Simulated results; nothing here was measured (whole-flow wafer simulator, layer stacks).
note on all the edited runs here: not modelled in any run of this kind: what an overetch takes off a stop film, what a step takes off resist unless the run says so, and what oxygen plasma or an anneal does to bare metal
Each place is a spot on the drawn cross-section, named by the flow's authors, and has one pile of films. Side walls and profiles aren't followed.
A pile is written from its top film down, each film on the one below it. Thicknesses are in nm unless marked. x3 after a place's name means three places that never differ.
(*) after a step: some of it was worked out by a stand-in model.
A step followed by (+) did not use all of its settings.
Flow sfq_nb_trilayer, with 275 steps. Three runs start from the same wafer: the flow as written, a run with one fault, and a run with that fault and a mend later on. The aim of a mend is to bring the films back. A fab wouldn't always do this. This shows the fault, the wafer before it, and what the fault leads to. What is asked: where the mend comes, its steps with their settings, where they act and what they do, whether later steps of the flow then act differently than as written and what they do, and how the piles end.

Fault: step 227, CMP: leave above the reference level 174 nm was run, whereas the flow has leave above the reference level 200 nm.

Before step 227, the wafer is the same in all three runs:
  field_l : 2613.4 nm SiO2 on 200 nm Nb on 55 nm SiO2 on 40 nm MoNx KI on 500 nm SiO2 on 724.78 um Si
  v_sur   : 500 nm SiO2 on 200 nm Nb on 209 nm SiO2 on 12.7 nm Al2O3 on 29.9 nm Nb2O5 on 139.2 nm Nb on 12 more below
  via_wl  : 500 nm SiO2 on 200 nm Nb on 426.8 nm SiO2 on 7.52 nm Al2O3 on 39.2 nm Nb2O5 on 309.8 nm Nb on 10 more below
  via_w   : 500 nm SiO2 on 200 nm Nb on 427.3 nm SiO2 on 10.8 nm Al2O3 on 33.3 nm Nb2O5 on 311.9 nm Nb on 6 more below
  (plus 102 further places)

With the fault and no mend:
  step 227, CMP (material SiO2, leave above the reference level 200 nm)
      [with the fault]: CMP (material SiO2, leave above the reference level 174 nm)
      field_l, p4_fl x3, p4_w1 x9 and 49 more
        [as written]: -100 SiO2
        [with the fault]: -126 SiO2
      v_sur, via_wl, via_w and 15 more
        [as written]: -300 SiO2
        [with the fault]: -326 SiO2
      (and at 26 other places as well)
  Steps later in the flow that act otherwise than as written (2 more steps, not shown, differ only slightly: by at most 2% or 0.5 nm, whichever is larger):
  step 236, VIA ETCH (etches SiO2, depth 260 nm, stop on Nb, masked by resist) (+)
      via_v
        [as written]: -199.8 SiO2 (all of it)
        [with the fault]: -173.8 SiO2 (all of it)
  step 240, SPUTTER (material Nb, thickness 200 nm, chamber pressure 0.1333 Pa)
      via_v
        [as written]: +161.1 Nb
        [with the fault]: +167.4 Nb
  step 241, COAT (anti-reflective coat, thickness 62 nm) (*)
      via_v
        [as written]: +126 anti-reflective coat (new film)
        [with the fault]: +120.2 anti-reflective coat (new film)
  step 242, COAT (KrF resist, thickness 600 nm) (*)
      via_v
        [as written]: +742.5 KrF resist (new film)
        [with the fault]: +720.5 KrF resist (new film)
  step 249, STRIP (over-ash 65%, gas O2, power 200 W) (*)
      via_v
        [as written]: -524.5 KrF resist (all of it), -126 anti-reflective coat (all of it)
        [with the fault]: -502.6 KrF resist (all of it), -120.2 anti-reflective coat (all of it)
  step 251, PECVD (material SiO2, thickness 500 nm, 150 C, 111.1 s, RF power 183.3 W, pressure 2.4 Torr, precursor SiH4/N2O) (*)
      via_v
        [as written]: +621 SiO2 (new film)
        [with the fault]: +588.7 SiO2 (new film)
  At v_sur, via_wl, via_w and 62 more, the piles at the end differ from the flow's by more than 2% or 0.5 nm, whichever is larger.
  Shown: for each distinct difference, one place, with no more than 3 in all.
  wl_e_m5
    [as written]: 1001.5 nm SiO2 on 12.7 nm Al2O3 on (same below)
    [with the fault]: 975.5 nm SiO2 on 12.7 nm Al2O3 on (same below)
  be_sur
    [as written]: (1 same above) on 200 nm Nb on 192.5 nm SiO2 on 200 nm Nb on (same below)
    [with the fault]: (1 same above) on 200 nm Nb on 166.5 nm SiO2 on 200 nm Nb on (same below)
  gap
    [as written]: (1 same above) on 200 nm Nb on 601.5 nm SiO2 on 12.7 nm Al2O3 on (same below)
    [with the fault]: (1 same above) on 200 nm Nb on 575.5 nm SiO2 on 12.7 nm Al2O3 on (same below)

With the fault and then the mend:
  The mend stands after step 234.
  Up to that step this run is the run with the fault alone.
  step 234a, STRIP (over-ash 65%, gas O2, power 200 W) (*)
      field_l, v_sur, via_wl and 102 more
        -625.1 KrF resist (all of it), -62 anti-reflective coat (all of it)
      via_v
        -62 anti-reflective coat (all of it)
  step 234b, PECVD (material SiO2, thickness 26 nm, 150 C, 5.778 s, RF power 183.3 W, pressure 2.4 Torr, precursor SiH4/N2O) (the flow's step 226, run once more with other settings)
      field_l, v_sur, via_wl and 103 more
        +26 SiO2
  step 234c, COAT (anti-reflective coat, thickness 62 nm) (the flow's step 229, run once more)
      field_l, v_sur, via_wl and 103 more
        +62 anti-reflective coat (new film)
  step 234d, COAT (KrF resist, thickness 650 nm) (the flow's step 230, run once more)
      field_l, v_sur, via_wl and 103 more
        +650 KrF resist (new film)
  step 234e, SOFTBAKE (KrF resist) (the flow's step 231, run once more)
      leaves every film unchanged at each place that is followed
  step 234f, EXPOSE (photomask I6, dose 11.91 mJ/cm2, NA 0.6, wavelength 248 nm) (*) (the flow's step 232, run once more)
      leaves every film unchanged at each place that is followed
  step 234g, PEB (KrF resist, 90 s) (the flow's step 233, run once more)
      field_l, v_sur, via_wl and 103 more
        -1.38 KrF resist
  step 234h, DEVELOP (KrF resist, thickness 650 nm, 60 s) (the flow's step 234, run once more)
      field_l, v_sur, via_wl and 102 more
        -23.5 KrF resist
      via_v
        -648.6 KrF resist (all of it)
  Every later step of the flow that is run acts as written, at every place that is followed, to within 2% or 0.5 nm, whichever is larger.
  The piles end the same as the flow's at every place that both follow.
